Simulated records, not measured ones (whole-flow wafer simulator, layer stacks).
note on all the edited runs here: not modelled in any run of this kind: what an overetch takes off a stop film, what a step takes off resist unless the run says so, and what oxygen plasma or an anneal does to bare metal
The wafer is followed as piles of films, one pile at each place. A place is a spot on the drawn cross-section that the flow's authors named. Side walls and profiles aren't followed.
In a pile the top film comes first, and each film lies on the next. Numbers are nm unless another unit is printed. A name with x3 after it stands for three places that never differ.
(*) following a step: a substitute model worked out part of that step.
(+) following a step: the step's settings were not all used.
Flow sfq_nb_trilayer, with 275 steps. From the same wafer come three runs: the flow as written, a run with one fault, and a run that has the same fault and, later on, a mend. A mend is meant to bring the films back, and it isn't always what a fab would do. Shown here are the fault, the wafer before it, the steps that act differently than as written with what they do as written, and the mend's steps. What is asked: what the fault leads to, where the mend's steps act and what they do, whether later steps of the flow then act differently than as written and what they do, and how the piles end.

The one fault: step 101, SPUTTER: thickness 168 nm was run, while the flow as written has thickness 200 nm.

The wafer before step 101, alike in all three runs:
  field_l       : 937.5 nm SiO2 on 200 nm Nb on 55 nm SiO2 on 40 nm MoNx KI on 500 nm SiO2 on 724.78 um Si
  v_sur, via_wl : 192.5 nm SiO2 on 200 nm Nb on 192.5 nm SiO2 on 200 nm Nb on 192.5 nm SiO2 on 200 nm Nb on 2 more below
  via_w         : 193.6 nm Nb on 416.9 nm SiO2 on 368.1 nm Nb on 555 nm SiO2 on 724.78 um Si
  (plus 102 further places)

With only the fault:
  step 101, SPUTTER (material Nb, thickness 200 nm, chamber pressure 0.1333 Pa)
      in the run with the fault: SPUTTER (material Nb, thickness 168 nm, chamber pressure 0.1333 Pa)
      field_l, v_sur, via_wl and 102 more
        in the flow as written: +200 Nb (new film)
        in the run with the fault: +168 Nb (new film)
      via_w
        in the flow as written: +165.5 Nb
        in the run with the fault: +138.8 Nb
  Steps later in the flow that act otherwise than as written (5 other steps are not shown; they differ only slightly, by no more than 2% or 0.5 nm, whichever is larger):
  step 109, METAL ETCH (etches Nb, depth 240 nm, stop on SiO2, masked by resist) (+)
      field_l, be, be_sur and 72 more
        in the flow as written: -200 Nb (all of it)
        in the run with the fault: -168 Nb (all of it)
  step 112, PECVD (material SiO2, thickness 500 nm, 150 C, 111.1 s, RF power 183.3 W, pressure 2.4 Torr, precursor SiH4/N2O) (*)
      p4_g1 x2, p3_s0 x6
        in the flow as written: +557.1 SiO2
        in the run with the fault: +525.1 SiO2
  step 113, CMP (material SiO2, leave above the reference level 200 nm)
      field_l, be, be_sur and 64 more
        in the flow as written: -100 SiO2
        in the run with the fault: -132 SiO2
  The piles end different from the flow's at v_sur, via_wl, via_w and 36 more by more than 2% or 0.5 nm, whichever is larger.
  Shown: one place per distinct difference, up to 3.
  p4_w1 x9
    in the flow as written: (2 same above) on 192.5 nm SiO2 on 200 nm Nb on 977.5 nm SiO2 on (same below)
    in the run with the fault: (2 same above) on 192.5 nm SiO2 on 168 nm Nb on 977.5 nm SiO2 on (same below)
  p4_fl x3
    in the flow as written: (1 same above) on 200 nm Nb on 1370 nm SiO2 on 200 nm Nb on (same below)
    in the run with the fault: (1 same above) on 200 nm Nb on 1338 nm SiO2 on 200 nm Nb on (same below)
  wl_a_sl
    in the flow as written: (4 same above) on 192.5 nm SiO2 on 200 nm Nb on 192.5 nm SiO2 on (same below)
    in the run with the fault: (4 same above) on 192.5 nm SiO2 on 168 nm Nb on 192.5 nm SiO2 on (same below)

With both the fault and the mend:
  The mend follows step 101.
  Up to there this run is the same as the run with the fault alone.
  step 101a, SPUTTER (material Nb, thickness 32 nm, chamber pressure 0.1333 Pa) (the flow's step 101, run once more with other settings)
      field_l, v_sur, via_wl and 102 more
        +32 Nb
      via_w
        +24.4 Nb
  None of the later steps of the flow differs from how it acts as written, at any place that is followed, by more than 2% or 0.5 nm, whichever is larger.
  At the end the piles are close to the flow's at the places that both follow, differing by at most 2% or 0.5 nm, whichever is larger.
